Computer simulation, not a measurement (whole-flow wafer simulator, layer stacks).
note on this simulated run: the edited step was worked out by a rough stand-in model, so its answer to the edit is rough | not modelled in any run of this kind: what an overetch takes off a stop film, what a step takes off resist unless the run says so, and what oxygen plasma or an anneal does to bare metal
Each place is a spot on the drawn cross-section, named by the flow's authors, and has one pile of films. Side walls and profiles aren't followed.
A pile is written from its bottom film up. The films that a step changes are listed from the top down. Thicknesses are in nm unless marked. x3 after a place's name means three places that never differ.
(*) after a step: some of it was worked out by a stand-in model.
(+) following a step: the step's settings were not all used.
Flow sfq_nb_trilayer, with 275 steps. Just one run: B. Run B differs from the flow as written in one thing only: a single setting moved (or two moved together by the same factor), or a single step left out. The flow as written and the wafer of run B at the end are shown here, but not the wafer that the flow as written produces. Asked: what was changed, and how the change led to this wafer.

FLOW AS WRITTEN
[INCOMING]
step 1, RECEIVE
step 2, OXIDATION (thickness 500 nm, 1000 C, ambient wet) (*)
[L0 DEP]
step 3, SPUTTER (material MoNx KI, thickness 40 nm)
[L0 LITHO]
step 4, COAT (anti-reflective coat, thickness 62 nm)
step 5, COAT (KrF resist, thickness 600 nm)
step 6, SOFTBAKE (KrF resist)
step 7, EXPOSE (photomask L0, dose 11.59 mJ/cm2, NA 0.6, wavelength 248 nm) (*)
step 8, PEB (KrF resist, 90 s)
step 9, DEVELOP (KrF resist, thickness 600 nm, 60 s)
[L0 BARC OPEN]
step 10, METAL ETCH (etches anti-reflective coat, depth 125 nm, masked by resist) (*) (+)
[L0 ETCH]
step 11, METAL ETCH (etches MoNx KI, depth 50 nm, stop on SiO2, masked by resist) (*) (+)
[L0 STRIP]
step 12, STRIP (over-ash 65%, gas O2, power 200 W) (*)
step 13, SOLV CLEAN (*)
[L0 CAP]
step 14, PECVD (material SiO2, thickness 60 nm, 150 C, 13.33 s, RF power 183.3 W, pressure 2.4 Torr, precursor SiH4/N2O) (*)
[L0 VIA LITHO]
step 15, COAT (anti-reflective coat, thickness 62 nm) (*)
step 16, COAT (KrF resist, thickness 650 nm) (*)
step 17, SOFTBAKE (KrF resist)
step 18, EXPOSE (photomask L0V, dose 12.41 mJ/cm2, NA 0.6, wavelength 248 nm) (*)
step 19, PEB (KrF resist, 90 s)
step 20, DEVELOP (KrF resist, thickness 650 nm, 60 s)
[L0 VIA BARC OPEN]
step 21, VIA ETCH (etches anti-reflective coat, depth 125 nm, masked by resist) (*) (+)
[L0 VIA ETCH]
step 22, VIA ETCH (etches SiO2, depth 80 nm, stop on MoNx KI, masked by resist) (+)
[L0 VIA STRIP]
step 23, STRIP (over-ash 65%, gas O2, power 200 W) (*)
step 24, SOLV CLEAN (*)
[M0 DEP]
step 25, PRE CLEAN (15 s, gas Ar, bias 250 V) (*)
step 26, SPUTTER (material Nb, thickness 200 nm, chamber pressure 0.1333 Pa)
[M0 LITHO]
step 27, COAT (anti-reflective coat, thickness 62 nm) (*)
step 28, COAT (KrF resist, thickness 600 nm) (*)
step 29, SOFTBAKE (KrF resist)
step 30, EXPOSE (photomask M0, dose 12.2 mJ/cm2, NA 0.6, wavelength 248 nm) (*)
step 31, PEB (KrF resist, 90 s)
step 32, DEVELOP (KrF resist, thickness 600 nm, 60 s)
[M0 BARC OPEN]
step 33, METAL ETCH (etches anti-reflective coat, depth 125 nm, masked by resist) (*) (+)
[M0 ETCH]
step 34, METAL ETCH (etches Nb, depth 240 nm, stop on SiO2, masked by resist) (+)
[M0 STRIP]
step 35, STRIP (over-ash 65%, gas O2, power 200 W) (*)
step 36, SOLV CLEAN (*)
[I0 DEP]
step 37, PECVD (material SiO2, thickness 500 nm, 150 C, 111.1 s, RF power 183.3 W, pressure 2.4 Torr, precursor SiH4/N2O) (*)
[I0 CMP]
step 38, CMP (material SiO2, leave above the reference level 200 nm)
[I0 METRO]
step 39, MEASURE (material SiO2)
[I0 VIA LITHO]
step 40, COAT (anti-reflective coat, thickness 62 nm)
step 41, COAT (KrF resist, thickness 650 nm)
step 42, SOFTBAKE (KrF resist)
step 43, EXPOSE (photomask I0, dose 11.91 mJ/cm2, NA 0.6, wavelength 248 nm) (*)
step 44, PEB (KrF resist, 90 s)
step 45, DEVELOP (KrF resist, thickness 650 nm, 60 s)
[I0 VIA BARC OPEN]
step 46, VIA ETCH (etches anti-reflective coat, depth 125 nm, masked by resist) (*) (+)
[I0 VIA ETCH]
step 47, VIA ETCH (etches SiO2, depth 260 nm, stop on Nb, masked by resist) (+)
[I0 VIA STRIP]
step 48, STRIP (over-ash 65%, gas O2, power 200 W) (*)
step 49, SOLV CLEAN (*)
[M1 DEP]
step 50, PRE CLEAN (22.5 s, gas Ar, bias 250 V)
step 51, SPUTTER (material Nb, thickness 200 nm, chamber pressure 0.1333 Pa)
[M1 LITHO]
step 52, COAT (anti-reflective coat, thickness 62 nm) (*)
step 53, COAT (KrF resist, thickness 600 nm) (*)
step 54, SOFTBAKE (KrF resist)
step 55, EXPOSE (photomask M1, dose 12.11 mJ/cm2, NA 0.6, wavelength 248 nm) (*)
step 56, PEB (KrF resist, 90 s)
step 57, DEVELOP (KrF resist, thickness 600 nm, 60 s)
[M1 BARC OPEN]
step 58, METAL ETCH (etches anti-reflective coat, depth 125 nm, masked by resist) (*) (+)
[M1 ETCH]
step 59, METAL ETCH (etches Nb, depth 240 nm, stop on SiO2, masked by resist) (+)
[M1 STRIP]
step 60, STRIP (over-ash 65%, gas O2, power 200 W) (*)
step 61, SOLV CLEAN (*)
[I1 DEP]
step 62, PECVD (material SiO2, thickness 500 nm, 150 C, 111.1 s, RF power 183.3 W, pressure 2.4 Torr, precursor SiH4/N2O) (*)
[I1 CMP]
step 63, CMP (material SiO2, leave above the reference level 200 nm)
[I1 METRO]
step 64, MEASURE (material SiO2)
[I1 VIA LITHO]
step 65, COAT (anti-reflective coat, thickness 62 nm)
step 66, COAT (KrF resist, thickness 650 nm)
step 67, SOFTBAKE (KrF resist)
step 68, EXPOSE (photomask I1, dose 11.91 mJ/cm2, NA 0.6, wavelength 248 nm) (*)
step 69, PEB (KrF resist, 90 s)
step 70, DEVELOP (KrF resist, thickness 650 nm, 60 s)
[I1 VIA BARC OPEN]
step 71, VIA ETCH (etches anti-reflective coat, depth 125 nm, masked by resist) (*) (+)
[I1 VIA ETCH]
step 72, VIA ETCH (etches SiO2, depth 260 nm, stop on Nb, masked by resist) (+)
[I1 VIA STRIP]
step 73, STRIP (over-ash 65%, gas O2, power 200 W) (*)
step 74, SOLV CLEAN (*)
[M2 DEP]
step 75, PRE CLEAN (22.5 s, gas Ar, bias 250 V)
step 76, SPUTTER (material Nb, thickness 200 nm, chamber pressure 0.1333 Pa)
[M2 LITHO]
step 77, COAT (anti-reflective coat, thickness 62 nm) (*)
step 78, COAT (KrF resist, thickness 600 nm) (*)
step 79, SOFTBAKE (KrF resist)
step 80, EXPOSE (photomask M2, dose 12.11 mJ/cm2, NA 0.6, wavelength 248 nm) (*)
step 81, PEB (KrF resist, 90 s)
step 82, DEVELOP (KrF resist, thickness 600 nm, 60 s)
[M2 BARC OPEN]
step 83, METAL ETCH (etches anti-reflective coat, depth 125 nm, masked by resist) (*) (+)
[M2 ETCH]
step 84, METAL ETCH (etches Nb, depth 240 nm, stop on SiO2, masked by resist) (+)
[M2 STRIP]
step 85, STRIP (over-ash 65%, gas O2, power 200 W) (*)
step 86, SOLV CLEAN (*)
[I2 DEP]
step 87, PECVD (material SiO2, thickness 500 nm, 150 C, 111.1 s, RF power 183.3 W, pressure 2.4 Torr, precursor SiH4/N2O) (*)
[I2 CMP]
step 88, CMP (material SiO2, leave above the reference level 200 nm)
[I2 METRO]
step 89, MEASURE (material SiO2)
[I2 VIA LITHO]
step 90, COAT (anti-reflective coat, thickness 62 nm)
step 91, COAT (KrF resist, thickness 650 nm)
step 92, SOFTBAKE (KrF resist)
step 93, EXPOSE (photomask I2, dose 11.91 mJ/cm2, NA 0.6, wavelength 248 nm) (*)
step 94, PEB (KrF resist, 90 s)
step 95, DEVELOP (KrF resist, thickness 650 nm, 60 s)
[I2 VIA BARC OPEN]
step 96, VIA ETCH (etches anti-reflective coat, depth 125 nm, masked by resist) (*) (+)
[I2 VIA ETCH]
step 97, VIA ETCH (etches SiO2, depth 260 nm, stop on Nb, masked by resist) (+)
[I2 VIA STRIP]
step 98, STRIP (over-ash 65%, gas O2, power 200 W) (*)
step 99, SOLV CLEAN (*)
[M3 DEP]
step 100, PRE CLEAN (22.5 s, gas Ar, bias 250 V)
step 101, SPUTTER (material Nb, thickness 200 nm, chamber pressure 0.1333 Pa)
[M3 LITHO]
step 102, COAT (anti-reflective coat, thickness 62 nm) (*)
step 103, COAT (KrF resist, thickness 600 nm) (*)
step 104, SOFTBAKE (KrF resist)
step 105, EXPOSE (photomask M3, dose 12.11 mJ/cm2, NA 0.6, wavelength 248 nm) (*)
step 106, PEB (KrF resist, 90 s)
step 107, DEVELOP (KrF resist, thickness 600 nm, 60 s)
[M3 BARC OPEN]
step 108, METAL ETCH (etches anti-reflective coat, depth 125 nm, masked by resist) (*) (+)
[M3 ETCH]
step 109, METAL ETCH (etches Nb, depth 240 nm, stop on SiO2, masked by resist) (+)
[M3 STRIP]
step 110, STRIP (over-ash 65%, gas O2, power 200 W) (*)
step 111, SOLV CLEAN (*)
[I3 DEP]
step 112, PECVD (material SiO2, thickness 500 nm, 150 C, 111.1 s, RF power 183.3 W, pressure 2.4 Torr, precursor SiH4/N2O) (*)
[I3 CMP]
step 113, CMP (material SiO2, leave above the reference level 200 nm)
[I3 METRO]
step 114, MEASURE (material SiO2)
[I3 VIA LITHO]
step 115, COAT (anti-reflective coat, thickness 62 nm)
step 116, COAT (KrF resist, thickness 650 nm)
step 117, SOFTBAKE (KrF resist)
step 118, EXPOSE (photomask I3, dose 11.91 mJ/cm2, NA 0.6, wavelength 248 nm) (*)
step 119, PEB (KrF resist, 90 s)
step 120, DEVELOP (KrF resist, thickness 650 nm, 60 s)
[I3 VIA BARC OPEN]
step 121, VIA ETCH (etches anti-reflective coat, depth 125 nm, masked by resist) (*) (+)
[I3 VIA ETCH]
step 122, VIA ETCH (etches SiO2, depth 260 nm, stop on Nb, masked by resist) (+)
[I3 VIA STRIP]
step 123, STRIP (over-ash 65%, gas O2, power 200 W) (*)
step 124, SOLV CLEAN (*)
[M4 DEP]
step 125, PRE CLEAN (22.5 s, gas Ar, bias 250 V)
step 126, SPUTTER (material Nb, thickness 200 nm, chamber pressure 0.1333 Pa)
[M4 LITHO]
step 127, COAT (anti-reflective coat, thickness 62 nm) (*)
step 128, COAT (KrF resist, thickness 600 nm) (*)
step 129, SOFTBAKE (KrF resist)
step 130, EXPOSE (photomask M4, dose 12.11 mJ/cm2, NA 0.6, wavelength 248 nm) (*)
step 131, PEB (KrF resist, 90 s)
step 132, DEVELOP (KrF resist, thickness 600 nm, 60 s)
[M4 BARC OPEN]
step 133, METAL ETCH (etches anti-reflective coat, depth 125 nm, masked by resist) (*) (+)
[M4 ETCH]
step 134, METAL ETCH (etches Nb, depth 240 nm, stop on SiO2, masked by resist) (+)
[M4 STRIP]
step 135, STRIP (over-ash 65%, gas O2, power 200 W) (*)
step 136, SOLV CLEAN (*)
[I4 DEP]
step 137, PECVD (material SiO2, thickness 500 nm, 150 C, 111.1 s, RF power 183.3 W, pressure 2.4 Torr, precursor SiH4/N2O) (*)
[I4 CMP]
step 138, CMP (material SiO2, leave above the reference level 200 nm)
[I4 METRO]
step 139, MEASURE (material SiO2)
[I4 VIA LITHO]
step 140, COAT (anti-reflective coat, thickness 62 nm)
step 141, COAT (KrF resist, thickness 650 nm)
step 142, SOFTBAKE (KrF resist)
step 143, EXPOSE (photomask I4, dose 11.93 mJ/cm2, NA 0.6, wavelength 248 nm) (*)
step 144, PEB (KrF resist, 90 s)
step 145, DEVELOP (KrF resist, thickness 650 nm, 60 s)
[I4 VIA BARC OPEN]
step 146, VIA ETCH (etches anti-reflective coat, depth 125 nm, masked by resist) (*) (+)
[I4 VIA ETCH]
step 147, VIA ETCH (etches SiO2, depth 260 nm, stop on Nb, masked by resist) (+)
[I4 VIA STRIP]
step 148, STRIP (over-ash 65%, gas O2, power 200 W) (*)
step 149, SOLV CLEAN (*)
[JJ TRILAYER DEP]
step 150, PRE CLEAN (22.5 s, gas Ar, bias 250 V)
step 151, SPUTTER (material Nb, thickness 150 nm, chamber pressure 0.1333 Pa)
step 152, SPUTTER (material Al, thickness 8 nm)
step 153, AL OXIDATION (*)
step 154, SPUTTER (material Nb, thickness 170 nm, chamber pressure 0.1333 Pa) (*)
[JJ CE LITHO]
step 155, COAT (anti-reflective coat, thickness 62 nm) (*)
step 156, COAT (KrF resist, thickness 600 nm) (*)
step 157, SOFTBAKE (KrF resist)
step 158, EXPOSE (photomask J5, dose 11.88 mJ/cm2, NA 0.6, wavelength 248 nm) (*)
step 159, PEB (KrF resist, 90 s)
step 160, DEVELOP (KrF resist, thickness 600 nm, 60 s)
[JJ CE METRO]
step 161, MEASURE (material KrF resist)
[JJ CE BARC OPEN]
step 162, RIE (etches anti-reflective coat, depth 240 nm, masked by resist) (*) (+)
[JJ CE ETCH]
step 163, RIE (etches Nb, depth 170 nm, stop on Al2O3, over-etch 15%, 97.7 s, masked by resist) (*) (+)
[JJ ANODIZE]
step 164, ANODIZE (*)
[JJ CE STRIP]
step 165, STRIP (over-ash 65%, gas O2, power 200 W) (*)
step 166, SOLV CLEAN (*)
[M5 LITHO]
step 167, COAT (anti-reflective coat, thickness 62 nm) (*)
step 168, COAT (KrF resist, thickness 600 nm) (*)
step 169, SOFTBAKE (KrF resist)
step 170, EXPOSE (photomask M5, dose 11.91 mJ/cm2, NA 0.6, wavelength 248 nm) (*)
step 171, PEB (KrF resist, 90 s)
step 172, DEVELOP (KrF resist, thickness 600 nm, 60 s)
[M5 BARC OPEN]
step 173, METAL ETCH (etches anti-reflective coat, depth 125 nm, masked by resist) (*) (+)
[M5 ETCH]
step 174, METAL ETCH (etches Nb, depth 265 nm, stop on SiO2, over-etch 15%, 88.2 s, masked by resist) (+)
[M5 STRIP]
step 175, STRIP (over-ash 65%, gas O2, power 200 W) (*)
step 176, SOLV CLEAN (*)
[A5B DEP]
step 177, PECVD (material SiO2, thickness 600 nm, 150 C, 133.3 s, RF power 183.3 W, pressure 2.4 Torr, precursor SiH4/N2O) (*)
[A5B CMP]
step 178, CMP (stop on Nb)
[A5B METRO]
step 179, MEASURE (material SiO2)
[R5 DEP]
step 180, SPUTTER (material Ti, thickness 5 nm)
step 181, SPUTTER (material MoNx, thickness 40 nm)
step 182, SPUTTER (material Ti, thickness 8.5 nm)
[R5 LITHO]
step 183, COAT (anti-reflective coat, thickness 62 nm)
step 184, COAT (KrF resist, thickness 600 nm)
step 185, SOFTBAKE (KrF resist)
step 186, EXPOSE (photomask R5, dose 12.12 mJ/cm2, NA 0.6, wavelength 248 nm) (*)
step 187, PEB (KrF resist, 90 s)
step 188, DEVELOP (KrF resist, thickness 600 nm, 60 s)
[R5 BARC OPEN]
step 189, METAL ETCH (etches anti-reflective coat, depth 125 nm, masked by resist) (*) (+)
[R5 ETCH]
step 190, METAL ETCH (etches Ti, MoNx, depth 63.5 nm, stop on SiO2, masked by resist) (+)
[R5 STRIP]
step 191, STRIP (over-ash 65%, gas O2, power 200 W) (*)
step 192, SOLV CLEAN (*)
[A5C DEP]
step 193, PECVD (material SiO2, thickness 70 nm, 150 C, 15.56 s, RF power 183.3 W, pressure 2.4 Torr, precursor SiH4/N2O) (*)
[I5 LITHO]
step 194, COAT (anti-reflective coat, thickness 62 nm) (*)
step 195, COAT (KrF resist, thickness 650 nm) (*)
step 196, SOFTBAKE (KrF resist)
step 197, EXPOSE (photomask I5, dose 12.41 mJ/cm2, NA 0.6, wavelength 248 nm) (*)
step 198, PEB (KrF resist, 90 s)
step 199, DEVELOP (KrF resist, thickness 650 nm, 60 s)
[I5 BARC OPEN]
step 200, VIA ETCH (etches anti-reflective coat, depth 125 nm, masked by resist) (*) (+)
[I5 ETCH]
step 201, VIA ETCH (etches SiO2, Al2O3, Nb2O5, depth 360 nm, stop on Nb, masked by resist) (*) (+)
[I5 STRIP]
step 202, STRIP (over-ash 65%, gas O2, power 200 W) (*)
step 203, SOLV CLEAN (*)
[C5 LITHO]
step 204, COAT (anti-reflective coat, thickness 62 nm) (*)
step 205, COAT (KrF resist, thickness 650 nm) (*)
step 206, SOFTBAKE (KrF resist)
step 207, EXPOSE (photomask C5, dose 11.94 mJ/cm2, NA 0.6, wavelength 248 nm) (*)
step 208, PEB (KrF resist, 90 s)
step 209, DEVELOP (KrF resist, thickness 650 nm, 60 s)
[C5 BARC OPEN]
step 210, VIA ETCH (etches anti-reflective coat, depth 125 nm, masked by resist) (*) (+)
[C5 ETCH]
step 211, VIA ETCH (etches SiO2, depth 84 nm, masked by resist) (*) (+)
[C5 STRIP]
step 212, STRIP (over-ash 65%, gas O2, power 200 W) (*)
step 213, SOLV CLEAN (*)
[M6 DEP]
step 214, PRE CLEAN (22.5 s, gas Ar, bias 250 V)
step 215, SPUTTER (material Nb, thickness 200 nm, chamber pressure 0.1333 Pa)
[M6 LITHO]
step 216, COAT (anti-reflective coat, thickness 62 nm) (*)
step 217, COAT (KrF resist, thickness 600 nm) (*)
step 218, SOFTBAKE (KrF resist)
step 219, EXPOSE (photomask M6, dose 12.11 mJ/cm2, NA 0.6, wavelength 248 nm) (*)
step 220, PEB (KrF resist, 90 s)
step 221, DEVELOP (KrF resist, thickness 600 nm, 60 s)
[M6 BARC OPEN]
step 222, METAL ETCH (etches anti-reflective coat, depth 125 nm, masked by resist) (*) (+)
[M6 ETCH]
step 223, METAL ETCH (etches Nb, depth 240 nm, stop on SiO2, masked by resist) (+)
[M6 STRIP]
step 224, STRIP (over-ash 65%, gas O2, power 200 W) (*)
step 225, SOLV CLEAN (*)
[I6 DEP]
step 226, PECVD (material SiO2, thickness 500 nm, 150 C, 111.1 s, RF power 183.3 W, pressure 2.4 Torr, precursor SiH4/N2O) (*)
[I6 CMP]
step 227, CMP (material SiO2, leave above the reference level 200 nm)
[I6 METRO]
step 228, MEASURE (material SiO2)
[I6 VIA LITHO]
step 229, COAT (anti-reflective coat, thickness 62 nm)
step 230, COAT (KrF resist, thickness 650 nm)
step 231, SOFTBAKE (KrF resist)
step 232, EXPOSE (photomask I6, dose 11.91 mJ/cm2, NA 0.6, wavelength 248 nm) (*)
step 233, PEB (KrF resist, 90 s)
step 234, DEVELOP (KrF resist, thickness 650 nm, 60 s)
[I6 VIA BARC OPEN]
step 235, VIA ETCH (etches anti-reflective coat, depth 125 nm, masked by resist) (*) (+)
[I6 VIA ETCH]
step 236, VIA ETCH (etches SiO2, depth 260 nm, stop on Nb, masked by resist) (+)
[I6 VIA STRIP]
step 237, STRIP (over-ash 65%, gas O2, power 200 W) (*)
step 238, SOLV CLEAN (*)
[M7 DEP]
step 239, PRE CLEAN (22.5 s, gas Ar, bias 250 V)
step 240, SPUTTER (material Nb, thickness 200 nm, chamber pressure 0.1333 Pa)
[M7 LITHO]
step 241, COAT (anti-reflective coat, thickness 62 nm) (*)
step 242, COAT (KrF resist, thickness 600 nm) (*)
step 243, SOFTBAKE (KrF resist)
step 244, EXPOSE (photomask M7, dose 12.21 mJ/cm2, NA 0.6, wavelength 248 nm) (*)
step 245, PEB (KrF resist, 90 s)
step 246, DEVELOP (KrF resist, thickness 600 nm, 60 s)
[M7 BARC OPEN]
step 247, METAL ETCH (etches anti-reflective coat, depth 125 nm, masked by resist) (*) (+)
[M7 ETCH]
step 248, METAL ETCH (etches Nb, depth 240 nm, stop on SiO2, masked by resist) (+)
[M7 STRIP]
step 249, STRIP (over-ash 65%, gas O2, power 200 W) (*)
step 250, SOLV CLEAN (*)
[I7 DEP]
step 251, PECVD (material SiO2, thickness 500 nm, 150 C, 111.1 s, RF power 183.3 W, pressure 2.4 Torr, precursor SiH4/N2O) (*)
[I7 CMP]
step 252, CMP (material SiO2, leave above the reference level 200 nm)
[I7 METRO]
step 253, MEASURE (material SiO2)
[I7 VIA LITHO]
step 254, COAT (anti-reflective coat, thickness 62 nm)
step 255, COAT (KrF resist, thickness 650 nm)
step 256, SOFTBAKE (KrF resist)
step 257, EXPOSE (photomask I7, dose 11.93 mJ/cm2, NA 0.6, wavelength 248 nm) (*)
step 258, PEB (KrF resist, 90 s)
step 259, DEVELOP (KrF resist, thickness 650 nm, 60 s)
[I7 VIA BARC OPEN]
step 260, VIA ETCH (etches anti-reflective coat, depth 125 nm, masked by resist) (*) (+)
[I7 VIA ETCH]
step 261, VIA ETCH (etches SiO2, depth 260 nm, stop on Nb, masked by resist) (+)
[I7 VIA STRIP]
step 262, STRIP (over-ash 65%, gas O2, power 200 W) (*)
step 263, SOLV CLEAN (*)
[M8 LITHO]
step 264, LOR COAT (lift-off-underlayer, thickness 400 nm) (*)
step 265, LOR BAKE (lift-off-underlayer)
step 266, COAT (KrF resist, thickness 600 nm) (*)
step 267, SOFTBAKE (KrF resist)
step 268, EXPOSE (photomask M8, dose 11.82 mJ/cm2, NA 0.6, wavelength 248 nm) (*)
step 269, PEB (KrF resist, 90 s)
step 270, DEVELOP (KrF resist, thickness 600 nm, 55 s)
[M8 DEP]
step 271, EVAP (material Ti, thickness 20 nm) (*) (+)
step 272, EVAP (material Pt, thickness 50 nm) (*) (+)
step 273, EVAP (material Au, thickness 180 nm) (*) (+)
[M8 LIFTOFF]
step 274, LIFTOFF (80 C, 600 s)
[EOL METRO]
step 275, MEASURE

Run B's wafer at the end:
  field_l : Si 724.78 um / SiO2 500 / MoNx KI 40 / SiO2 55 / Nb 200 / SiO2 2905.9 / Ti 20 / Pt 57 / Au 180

The reason: step 272, EVAP: thickness 57 nm was run, whereas the flow has thickness 50 nm.
One can read it off the wafer: field_l has Pt 57, and step 272 as written asks for 50 nm.

Step by step, how the change led to this:
  step 272, EVAP (material Pt, thickness 50 nm) (*) (+)
      field_l, v_sur, via_wl and 103 more: Pt gains 57 (new film) (as written it would have been: Pt gains 50 (new film))
  step 274, LIFTOFF (80 C, 600 s)
      p4_fl, p4_fm, p4_w1 and 71 more: Au loses 180 (all of it), Pt loses 57 (all of it), Ti loses 20 (all of it), KrF resist loses 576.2 (all of it), lift-off-underlayer loses 400 (all of it) (as written it would have been: Au loses 180 (all of it), Pt loses 50 (all of it), Ti loses 20 (all of it), KrF resist loses 576.2 (all of it), lift-off-underlayer loses 400 (all of it))
      c5j, ce_r: Au loses 180 (all of it), Pt loses 57 (all of it), Ti loses 20 (all of it), KrF resist loses 573.3 (all of it), lift-off-underlayer loses 399.3 (all of it) (as written it would have been: Au loses 180 (all of it), Pt loses 50 (all of it), Ti loses 20 (all of it), KrF resist loses 573.3 (all of it), lift-off-underlayer loses 399.3 (all of it))
      (and at 19 other places as well)
